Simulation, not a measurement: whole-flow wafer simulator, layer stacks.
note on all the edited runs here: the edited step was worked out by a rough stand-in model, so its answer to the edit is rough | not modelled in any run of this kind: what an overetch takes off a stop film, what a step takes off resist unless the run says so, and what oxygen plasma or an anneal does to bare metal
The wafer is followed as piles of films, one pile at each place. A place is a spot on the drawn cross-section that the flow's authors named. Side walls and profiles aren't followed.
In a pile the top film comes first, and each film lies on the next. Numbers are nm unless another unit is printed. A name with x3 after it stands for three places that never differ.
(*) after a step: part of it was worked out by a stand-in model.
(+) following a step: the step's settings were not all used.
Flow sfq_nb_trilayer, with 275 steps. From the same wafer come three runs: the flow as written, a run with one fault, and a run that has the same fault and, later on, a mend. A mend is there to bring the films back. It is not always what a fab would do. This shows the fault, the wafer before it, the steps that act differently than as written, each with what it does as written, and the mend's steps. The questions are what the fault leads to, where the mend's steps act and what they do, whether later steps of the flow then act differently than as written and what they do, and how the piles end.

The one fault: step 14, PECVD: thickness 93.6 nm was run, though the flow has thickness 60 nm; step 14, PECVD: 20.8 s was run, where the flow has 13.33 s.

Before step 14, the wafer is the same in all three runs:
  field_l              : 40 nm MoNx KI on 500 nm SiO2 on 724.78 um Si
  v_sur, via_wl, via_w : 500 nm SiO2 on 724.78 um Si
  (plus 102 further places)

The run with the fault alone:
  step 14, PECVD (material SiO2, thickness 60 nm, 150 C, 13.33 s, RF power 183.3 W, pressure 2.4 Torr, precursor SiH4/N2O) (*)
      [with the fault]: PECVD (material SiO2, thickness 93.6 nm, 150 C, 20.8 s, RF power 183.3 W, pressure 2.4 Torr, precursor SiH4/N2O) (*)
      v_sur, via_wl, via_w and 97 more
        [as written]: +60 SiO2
        [with the fault]: +93.6 SiO2
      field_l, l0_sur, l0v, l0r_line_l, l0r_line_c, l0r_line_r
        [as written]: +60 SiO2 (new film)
        [with the fault]: +93.6 SiO2 (new film)
  Steps later in the flow that act otherwise than as written (8 more steps, not shown, differ only slightly: by at most 2% or 0.5 nm, whichever is larger):
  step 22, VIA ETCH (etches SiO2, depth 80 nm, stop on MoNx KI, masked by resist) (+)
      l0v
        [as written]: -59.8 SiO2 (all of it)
        [with the fault]: -80 SiO2
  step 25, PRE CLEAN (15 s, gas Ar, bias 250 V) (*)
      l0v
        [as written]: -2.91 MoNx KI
        [with the fault]: -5 SiO2
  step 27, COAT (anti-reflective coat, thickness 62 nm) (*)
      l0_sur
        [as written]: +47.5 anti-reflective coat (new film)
        [with the fault]: +45.9 anti-reflective coat (new film)
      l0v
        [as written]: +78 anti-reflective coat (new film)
        [with the fault]: +83.5 anti-reflective coat (new film)
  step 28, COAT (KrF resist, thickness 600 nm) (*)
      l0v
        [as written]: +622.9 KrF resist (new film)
        [with the fault]: +637.9 KrF resist (new film)
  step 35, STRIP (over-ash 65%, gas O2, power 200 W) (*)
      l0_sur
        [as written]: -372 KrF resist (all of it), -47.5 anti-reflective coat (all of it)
        [with the fault]: -369.6 KrF resist (all of it), -45.9 anti-reflective coat (all of it)
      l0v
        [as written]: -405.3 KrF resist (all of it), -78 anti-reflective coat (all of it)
        [with the fault]: -420.2 KrF resist (all of it), -83.5 anti-reflective coat (all of it)
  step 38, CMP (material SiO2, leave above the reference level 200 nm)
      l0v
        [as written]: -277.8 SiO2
        [with the fault]: -251.6 SiO2
  At field_l, v_sur, via_wl and 100 more, the piles at the end differ from the flow's by more than 2% or 0.5 nm, whichever is larger.
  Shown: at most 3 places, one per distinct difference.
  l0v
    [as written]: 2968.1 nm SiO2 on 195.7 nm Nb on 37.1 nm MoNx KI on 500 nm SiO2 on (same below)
    [with the fault]: 2994.3 nm SiO2 on 191.8 nm Nb on 8.45 nm SiO2 on 40 nm MoNx KI on 500 nm SiO2 on (same below)
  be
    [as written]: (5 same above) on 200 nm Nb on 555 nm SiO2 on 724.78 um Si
    [with the fault]: (5 same above) on 200 nm Nb on 588.6 nm SiO2 on 724.78 um Si
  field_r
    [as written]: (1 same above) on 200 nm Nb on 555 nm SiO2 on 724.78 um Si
    [with the fault]: (1 same above) on 200 nm Nb on 588.6 nm SiO2 on 724.78 um Si

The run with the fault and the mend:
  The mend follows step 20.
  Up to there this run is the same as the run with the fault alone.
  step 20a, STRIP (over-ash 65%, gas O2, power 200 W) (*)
      p4_fl x3, p4_w1 x9, p4_g1 x2 and 59 more
        -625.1 KrF resist (all of it), -62 anti-reflective coat (all of it)
      ce_l, c5j, ce_r, sp_r, be_r, r_sur
        -632 KrF resist (all of it), -63.7 anti-reflective coat (all of it)
      gap, jj_sur, res
        -632.1 KrF resist (all of it), -63.7 anti-reflective coat (all of it)
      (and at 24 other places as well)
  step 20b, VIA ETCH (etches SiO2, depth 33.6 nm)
      field_l, v_sur, via_wl and 103 more
        -33.6 SiO2
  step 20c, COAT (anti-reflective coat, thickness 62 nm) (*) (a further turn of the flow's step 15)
      p4_fl x3, p4_w1 x9, p4_g1 x2 and 59 more
        +62 anti-reflective coat (new film)
      be_sur, gap, jj_sur and 8 more
        +63.7 anti-reflective coat (new film)
      wire, be, moat, field_r
        +63.8 anti-reflective coat (new film)
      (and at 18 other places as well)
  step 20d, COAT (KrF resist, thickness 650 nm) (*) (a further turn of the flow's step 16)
      p4_fl x3, p4_w1 x9, p4_g1 x2 and 59 more
        +650 KrF resist (new film)
      ce_l, c5j, ce_r, sp_r, be_r
        +656.9 KrF resist (new film)
      gap, jj_sur, r_sur, res
        +657 KrF resist (new film)
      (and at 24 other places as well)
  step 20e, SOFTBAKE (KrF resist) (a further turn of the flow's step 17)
      alters no film at any place that is followed
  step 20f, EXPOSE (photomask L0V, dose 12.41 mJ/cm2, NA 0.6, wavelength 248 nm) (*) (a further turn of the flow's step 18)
      alters no film at any place that is followed
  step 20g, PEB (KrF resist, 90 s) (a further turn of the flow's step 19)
      p4_fl x3, p4_w1 x9, p4_g1 x2 and 59 more
        -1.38 KrF resist
      via_v, wire, be and 15 more
        -1.39 KrF resist
      v_sur, via_w, via_wr, via_sp, lsp_m, ln_m6, lsp_r
        -1.4 KrF resist
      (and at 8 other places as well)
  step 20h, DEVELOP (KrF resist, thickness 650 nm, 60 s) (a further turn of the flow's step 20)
      field_l, v_sur, via_wl and 102 more
        -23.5 KrF resist
      l0v
        -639 KrF resist (all of it)
  Every later step of the flow that is run acts as written, at every place that is followed, to within 2% or 0.5 nm, whichever is larger.
  The piles end the same as the flow's at every place that both follow.
